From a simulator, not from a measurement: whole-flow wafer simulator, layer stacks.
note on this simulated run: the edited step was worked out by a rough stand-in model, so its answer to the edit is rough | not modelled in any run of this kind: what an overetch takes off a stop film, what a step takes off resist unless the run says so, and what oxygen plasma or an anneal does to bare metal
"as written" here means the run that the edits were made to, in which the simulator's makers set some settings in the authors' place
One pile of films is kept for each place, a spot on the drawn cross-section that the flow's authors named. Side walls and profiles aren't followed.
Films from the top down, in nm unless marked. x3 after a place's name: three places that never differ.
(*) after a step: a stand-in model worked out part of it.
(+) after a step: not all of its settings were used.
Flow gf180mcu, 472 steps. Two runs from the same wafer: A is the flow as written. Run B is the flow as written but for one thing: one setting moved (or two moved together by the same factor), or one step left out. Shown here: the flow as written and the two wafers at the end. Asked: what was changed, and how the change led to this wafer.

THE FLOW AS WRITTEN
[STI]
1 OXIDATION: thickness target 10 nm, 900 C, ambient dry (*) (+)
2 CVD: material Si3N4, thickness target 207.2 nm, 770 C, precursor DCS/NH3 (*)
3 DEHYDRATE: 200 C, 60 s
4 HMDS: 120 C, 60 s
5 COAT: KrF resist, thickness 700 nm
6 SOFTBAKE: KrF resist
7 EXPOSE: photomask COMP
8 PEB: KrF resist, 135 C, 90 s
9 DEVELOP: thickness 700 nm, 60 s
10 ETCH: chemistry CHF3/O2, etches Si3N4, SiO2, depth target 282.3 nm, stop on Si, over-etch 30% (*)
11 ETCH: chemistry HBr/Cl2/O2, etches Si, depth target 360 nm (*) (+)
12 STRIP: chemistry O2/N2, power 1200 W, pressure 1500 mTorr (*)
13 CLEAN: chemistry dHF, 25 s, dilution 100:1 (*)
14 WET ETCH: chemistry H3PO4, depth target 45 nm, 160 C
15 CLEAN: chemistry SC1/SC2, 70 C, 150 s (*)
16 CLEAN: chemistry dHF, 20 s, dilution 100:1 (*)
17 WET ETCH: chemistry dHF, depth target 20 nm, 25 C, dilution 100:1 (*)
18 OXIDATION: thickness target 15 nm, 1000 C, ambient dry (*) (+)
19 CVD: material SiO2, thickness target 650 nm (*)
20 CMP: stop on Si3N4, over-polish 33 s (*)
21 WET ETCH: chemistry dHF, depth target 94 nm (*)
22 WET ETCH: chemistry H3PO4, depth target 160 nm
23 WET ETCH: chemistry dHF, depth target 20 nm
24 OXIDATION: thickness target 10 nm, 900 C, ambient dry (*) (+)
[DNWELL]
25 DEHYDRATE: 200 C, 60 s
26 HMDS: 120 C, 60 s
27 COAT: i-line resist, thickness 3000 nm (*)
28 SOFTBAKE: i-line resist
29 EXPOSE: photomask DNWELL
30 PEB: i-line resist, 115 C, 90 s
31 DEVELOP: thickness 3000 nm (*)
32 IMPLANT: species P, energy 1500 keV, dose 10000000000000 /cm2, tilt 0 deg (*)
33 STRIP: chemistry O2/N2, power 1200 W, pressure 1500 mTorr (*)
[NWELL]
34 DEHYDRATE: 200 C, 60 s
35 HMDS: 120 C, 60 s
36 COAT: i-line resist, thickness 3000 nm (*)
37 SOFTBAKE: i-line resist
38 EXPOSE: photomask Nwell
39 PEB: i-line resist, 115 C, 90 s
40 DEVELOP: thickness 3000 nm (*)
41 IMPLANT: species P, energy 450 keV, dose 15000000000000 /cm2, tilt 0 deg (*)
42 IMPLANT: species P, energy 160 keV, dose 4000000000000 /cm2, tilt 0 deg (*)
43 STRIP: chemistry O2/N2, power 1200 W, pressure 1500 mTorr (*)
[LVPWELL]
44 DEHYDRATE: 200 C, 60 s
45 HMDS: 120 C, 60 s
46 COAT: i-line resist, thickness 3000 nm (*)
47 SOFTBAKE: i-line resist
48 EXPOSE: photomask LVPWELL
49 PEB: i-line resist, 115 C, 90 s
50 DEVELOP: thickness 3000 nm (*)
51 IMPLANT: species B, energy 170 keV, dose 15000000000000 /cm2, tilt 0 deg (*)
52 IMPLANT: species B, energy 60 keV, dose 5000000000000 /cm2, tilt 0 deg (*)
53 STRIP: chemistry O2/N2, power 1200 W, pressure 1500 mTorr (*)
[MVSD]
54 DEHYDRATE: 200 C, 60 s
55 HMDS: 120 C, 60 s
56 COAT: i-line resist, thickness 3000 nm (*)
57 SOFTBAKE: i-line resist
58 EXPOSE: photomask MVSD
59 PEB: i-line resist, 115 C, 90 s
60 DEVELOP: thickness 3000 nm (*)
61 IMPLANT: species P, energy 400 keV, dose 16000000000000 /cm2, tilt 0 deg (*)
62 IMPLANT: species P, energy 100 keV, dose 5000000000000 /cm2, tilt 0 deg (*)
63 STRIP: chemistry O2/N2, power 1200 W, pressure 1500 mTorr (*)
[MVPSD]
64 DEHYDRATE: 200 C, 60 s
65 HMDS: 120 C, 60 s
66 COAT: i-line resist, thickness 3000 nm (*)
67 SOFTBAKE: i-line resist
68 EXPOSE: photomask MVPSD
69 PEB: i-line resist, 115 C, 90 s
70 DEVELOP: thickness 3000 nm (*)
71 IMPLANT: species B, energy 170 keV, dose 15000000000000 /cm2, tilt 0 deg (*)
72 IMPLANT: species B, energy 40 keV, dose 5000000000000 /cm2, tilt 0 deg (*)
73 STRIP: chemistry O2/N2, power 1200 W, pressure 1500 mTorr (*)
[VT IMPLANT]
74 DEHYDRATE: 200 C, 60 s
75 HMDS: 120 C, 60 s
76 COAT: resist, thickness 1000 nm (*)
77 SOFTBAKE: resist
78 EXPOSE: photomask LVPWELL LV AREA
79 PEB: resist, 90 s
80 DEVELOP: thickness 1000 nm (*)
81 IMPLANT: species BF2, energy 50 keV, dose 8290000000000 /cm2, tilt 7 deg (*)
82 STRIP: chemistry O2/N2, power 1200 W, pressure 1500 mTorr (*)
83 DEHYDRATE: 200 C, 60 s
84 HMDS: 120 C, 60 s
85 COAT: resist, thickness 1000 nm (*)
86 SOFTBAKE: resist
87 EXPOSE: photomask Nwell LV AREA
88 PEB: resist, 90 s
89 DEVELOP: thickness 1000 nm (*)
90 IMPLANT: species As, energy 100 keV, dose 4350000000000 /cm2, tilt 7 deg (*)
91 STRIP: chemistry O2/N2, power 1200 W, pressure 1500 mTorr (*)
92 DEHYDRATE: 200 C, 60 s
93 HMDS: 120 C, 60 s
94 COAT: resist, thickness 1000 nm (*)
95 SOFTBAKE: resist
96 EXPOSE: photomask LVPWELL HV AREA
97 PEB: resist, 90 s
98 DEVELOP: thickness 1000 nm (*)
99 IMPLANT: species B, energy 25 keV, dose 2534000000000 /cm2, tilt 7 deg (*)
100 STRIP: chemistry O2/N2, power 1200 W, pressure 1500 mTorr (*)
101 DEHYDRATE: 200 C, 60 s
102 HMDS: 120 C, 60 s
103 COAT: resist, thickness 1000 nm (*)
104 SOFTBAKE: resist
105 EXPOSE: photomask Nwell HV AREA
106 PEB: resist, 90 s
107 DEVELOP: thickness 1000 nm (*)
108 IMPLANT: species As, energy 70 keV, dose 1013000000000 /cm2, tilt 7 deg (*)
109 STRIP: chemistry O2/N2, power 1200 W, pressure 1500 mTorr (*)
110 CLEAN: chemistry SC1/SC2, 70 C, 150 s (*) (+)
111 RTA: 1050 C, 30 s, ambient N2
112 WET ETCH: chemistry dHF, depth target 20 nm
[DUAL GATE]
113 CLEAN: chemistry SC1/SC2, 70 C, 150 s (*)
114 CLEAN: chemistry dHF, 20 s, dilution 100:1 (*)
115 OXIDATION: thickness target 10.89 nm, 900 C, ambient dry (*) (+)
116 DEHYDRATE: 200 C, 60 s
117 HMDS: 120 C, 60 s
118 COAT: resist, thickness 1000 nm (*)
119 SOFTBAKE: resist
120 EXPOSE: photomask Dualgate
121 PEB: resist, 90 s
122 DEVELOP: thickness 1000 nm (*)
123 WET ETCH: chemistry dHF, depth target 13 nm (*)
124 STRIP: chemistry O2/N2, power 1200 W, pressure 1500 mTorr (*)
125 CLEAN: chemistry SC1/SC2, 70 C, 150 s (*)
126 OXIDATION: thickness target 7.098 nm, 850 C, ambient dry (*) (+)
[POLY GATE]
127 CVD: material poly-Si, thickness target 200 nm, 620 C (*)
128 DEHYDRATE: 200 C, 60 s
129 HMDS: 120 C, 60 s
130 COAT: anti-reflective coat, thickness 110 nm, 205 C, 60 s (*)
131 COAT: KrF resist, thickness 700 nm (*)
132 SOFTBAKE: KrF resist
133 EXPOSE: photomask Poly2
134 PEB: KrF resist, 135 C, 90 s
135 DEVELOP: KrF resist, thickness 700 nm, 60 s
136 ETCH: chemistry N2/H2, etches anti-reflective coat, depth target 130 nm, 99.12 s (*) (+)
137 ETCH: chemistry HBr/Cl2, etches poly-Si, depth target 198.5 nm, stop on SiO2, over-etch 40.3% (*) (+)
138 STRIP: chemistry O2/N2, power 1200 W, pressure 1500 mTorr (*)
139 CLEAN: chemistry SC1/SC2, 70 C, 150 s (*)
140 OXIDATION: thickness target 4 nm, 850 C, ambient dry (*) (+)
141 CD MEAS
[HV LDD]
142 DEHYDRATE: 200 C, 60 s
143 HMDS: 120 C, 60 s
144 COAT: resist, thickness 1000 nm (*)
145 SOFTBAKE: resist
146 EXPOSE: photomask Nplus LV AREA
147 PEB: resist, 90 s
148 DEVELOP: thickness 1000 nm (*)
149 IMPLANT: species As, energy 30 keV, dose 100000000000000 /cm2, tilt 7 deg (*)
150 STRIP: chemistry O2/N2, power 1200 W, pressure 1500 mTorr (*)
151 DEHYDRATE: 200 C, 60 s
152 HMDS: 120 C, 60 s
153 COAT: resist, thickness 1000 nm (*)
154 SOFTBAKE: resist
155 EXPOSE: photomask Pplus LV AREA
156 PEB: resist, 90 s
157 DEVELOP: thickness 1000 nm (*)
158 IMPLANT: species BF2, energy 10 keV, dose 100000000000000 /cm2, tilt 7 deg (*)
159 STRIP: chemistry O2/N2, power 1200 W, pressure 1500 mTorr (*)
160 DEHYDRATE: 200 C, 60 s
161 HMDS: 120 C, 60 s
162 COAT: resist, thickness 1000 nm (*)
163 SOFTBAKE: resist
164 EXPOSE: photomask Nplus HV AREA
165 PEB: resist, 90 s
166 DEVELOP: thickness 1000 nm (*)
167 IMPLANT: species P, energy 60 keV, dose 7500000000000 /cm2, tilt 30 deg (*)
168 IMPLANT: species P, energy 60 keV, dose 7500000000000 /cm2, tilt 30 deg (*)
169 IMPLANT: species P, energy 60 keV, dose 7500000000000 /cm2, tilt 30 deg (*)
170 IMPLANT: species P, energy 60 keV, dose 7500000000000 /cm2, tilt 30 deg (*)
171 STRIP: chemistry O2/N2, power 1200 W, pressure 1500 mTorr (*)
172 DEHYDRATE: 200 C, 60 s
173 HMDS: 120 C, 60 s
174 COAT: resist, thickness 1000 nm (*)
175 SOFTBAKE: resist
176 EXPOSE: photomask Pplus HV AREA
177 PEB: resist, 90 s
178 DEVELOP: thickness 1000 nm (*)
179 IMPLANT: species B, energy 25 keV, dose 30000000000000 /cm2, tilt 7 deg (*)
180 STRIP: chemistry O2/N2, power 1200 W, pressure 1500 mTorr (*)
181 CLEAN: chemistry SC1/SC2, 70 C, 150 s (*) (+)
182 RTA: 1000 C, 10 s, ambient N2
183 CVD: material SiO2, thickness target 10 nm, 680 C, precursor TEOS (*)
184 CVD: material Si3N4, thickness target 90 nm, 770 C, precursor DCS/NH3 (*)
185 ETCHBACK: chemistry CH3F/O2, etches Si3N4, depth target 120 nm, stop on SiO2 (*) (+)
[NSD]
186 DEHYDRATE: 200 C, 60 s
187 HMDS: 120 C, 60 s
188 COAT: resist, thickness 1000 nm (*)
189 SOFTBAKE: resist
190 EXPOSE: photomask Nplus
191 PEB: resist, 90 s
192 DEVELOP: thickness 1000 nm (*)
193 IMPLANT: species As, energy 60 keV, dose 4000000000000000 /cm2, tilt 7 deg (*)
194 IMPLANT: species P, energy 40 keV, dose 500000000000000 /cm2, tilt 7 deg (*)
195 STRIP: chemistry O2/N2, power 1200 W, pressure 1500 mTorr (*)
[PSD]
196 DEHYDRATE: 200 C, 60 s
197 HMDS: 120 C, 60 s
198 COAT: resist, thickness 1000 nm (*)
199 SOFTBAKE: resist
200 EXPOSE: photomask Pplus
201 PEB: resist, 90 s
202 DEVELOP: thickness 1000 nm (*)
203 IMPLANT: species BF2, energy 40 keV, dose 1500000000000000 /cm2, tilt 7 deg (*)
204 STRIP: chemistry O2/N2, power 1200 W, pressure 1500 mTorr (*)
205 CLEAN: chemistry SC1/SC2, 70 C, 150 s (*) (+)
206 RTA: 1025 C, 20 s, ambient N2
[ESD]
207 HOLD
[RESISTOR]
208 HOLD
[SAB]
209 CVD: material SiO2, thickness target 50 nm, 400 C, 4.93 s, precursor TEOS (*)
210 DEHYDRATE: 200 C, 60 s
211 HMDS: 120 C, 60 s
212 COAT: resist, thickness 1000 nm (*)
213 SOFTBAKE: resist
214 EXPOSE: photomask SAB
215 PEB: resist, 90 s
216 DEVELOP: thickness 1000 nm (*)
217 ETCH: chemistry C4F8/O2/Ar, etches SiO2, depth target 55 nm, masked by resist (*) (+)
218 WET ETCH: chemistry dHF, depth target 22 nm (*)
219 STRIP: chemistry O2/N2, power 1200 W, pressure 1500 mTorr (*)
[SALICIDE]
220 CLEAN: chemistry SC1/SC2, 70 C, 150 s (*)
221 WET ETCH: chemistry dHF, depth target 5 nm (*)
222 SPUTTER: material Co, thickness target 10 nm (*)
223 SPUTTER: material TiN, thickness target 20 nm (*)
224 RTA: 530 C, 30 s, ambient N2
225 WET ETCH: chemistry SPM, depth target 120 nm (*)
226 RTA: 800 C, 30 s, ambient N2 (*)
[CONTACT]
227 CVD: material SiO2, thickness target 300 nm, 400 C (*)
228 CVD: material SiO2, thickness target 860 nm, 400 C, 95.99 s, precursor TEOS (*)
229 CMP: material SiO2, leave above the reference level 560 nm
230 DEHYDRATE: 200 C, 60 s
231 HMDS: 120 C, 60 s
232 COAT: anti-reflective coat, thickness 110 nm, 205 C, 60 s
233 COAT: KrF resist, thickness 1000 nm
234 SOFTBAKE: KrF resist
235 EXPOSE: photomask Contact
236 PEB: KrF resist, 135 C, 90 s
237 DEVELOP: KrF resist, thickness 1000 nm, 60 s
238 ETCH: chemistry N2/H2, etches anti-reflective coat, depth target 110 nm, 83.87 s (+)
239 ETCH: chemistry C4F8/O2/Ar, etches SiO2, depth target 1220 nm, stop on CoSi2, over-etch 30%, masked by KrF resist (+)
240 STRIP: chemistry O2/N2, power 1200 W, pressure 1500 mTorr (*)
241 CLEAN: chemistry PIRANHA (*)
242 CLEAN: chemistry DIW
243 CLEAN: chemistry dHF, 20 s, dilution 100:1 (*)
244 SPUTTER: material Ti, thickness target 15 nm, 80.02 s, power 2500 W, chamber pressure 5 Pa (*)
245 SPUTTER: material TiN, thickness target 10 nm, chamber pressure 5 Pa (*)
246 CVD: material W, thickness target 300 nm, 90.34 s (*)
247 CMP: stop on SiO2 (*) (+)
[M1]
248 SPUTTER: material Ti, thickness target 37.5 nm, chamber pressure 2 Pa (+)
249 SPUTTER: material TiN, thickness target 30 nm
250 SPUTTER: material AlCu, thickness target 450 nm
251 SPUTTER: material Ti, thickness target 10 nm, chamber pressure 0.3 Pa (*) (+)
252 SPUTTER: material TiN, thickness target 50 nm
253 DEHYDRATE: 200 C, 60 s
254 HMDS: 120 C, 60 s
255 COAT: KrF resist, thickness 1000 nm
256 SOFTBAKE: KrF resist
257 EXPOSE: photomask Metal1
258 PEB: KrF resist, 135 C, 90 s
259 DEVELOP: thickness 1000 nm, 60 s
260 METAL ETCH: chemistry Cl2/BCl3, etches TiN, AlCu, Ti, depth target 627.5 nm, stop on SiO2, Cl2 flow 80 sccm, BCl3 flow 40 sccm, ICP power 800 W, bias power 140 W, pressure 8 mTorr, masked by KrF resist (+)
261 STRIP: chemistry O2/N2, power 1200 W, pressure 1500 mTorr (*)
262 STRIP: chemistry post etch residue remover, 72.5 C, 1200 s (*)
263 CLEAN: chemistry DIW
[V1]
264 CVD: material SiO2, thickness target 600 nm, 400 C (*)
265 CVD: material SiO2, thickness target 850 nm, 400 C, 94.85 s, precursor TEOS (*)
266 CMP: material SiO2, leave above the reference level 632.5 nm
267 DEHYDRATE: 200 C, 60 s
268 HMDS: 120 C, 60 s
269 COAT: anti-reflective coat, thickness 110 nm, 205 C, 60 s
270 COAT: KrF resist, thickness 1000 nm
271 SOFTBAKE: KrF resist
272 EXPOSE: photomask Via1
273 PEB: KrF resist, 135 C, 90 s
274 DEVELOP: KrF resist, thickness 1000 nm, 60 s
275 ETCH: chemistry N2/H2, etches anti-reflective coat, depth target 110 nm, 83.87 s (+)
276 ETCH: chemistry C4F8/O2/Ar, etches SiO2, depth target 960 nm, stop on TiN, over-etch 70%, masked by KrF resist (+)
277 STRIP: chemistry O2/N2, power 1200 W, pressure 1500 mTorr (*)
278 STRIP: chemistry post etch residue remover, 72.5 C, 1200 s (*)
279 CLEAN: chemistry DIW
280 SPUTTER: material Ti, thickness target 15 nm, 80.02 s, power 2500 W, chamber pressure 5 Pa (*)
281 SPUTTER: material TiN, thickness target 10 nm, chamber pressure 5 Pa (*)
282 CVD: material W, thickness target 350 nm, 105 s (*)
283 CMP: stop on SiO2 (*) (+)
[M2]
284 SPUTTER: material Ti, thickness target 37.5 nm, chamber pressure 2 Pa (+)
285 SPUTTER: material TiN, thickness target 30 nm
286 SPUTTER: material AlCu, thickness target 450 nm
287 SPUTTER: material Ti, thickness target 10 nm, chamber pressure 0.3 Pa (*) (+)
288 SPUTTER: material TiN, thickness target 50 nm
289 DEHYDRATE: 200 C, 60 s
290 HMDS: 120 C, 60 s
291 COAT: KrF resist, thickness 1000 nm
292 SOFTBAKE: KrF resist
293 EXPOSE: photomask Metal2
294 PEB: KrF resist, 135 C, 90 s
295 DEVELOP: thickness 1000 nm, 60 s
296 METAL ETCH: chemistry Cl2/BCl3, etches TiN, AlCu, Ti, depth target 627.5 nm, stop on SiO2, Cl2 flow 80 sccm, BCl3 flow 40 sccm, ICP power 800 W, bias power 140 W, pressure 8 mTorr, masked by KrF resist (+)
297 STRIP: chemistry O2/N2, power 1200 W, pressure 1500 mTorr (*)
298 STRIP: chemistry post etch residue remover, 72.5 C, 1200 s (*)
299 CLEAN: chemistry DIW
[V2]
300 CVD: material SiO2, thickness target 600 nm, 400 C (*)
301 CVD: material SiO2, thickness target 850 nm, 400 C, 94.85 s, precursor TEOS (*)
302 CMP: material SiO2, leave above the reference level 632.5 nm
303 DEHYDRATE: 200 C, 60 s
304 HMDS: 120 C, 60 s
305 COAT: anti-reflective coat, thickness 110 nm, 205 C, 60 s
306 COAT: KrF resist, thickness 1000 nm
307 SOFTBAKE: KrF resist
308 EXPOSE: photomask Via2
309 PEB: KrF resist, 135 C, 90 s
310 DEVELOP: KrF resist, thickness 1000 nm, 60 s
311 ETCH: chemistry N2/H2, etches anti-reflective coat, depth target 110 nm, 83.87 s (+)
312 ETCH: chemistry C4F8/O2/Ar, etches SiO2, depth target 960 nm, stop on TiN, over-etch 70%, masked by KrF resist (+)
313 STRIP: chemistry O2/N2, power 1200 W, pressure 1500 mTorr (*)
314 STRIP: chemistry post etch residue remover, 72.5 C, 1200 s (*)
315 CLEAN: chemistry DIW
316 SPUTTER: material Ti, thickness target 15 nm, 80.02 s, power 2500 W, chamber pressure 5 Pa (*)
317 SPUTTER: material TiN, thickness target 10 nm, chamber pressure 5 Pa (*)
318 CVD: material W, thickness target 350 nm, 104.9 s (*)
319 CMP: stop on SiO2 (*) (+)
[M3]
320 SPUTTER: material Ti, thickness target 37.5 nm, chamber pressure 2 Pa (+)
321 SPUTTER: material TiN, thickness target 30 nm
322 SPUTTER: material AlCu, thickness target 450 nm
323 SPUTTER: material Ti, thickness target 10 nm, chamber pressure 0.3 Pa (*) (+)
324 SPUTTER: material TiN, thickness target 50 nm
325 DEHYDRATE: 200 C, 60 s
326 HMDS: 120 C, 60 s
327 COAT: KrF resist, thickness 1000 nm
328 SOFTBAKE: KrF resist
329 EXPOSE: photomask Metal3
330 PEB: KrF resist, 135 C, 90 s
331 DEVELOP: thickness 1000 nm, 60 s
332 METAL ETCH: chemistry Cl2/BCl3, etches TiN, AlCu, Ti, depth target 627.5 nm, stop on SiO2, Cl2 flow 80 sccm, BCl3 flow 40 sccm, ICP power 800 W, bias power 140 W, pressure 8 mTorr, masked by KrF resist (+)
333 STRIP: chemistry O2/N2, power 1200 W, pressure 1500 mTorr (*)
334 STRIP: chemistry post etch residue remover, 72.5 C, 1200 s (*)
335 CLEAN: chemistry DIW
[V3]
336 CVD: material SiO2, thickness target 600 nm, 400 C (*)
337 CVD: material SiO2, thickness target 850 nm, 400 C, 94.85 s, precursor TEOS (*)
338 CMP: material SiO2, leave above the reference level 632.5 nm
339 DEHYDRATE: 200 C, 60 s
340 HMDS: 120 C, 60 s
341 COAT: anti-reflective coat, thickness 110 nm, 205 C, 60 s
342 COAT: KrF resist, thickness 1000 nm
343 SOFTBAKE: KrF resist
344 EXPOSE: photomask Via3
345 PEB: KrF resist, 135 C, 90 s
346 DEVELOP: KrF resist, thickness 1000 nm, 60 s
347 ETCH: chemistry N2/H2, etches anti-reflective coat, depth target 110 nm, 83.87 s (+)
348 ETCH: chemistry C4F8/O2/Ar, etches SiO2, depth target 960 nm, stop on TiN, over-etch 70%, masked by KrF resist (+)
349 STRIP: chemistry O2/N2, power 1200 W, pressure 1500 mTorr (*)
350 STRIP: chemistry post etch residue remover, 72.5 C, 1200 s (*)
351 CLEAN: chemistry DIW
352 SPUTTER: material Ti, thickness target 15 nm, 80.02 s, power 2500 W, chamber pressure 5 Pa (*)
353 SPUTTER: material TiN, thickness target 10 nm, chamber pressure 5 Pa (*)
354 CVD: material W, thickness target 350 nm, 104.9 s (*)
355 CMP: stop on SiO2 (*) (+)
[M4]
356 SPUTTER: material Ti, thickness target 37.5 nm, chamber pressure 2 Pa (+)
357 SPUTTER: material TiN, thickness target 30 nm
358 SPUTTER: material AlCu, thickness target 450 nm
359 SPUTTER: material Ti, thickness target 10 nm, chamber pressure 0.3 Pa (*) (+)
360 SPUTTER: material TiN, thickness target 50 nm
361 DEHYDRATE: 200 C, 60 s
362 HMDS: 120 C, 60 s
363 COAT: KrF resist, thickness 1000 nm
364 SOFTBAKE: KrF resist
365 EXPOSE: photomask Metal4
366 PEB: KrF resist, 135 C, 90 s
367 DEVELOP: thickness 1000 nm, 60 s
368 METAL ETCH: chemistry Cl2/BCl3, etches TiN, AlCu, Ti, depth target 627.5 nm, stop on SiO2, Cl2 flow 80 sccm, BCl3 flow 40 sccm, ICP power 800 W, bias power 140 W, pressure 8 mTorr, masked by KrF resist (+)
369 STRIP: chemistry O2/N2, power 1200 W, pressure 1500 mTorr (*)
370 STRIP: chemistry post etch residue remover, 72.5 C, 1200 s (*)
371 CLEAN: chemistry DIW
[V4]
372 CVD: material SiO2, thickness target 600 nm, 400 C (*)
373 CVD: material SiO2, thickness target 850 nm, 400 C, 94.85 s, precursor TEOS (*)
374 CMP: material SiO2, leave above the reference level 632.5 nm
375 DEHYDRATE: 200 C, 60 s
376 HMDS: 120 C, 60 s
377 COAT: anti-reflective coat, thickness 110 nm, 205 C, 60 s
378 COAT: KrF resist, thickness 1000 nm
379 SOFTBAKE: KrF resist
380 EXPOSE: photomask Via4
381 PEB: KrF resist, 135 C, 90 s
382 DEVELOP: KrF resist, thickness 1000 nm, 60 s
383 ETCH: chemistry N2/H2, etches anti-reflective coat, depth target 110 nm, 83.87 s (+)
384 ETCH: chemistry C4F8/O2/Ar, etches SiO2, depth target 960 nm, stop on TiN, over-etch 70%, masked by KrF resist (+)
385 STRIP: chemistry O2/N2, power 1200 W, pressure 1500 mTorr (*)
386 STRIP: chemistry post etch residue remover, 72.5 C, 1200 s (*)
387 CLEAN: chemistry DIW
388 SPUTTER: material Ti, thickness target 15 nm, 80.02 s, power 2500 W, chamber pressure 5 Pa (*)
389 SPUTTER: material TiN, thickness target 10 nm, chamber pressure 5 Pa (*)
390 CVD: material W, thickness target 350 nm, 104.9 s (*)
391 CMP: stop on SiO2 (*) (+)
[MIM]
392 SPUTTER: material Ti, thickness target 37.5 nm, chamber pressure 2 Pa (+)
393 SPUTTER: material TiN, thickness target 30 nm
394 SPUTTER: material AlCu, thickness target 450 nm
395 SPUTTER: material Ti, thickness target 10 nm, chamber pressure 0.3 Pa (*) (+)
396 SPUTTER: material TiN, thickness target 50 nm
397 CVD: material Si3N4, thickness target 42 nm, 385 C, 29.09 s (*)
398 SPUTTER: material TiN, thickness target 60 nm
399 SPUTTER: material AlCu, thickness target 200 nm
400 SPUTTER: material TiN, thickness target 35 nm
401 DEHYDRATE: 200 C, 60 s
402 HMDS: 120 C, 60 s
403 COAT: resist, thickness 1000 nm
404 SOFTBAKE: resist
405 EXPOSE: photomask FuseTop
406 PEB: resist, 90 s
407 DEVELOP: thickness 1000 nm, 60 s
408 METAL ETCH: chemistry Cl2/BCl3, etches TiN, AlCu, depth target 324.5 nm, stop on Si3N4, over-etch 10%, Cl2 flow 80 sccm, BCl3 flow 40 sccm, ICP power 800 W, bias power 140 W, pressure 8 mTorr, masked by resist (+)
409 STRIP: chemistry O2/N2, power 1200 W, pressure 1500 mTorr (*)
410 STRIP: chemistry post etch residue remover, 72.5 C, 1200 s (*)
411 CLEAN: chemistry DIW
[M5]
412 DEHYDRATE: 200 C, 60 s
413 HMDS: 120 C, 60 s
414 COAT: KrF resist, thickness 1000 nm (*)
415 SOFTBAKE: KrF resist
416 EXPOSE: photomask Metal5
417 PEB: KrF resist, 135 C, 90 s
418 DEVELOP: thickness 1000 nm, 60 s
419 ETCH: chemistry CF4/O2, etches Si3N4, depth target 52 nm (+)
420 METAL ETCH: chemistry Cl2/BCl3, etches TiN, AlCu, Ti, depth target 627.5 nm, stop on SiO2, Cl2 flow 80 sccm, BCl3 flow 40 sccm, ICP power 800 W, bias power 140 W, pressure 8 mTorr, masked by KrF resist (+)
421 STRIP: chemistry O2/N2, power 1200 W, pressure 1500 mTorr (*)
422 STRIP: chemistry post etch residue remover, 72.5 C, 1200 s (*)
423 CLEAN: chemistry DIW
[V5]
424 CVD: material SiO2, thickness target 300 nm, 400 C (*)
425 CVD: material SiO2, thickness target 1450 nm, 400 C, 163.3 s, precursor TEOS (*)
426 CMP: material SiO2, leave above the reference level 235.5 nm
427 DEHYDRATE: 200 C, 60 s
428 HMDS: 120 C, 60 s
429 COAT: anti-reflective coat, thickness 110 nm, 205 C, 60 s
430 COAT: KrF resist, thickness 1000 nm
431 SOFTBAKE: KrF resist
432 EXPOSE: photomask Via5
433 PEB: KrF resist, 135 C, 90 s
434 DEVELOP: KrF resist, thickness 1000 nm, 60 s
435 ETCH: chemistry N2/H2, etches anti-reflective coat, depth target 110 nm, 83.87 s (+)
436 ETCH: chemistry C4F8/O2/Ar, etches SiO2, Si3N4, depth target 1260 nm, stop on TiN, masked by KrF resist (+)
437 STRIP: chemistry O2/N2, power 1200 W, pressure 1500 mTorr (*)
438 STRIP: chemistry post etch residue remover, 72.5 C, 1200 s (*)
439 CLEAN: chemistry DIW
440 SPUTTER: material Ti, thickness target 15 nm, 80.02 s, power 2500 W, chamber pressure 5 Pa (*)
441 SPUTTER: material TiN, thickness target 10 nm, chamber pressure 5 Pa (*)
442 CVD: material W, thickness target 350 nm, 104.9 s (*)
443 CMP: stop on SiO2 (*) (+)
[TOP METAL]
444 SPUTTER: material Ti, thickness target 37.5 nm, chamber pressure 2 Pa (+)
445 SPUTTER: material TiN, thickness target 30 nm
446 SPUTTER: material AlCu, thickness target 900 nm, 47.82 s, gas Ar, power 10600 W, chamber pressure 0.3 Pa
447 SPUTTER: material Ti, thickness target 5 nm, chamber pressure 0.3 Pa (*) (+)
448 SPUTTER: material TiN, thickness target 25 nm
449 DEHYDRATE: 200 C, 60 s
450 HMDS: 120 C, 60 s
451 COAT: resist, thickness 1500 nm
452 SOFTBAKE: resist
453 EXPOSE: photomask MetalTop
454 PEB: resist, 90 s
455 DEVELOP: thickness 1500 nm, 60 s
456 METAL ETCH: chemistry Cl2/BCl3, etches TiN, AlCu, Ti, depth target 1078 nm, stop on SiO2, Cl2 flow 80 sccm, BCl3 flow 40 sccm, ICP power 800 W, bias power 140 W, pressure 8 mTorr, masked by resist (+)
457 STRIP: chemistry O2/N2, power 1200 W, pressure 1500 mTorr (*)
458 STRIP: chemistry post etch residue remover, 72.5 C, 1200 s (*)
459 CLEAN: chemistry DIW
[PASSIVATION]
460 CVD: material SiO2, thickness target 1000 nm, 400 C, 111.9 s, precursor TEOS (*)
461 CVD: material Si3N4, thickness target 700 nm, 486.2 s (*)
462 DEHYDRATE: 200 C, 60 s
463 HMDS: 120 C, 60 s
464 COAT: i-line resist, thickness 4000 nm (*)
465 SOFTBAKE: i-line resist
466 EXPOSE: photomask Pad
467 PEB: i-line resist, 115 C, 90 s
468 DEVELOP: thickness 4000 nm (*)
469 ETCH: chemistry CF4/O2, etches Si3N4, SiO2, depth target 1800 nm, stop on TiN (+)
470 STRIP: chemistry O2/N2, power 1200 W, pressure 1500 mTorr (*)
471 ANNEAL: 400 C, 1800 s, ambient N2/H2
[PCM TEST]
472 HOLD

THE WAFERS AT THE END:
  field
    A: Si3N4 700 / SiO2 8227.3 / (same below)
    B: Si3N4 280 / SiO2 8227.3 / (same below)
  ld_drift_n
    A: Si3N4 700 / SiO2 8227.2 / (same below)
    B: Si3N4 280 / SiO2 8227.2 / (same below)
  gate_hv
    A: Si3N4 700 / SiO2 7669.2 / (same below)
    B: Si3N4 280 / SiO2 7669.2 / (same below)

The cause: step 461, CVD: thickness target 280 nm was run, where the flow has thickness target 700 nm.
It can be read off the wafer: field has Si3N4 280, and step 461 as written asks for 700 nm.

How the change led to this, step by step:
  461 CVD: material Si3N4, thickness target 700 nm, 486.2 s (*)
      field, field__w1, field__w2 and 109 more: A Si3N4 +700 (new film) | B Si3N4 +280 (new film)
  465 SOFTBAKE: i-line resist
      field__w11, field__w13: A i-line resist +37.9 | B i-line resist +35.7
      field: A i-line resist -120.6 | B i-line resist -116.9
      (and at 56 more places)
  469 ETCH: chemistry CF4/O2, etches Si3N4, SiO2, depth target 1800 nm, stop on TiN (+)
      pad: A Si3N4 -700 (all of it), SiO2 -1000 (all of it) | B Si3N4 -280 (all of it), SiO2 -1000 (all of it)
